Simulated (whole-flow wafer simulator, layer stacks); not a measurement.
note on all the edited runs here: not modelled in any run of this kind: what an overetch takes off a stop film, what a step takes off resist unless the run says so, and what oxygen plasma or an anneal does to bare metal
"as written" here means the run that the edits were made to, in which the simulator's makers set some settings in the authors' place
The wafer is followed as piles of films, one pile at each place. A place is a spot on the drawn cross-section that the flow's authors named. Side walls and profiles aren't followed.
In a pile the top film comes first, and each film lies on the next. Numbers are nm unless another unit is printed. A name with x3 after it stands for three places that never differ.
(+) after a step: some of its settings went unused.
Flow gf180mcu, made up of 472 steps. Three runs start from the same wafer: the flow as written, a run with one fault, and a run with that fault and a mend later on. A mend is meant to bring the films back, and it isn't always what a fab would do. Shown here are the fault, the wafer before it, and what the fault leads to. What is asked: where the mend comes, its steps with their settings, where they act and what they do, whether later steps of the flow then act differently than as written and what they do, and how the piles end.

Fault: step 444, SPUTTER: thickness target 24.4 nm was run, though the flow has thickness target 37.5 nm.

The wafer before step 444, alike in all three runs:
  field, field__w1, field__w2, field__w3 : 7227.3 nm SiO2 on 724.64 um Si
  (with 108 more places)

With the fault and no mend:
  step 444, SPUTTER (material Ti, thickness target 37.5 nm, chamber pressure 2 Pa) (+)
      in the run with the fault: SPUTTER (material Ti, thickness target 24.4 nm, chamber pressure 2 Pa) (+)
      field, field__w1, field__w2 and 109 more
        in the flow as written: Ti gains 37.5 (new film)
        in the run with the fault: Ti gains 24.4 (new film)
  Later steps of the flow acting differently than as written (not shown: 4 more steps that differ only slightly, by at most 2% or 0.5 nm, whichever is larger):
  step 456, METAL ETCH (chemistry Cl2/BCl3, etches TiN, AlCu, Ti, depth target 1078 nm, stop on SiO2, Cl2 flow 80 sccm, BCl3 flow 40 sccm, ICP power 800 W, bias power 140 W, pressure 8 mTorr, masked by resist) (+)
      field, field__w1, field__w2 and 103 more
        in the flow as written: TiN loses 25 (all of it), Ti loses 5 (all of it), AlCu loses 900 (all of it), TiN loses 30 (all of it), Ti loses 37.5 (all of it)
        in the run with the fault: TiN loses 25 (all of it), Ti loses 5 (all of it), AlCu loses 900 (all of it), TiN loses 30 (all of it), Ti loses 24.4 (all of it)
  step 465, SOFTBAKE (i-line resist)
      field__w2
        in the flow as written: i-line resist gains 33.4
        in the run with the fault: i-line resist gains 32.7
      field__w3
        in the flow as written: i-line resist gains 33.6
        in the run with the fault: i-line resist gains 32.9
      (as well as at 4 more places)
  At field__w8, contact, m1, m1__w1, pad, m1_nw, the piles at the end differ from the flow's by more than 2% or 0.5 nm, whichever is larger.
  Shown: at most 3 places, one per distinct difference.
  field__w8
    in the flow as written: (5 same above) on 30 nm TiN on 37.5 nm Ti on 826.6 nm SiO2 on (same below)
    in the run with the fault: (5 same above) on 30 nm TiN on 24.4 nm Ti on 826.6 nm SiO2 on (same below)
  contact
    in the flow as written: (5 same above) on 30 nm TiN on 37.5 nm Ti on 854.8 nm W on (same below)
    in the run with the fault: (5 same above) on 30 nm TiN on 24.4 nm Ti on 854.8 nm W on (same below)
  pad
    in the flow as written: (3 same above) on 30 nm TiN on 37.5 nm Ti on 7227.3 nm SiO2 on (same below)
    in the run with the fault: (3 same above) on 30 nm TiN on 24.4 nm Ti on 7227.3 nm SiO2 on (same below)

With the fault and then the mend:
  After step 444 comes the mend.
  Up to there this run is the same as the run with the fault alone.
  step 444a, SPUTTER (material Ti, thickness target 13.1 nm, chamber pressure 2 Pa) (+) (a further turn of the flow's step 444, with different settings)
      field, field__w1, field__w2 and 109 more
        Ti gains 13.1
  None of the later steps of the flow acts differently than as written at any place that is followed.
  By the end, the piles equal the flow's at every place that both follow.
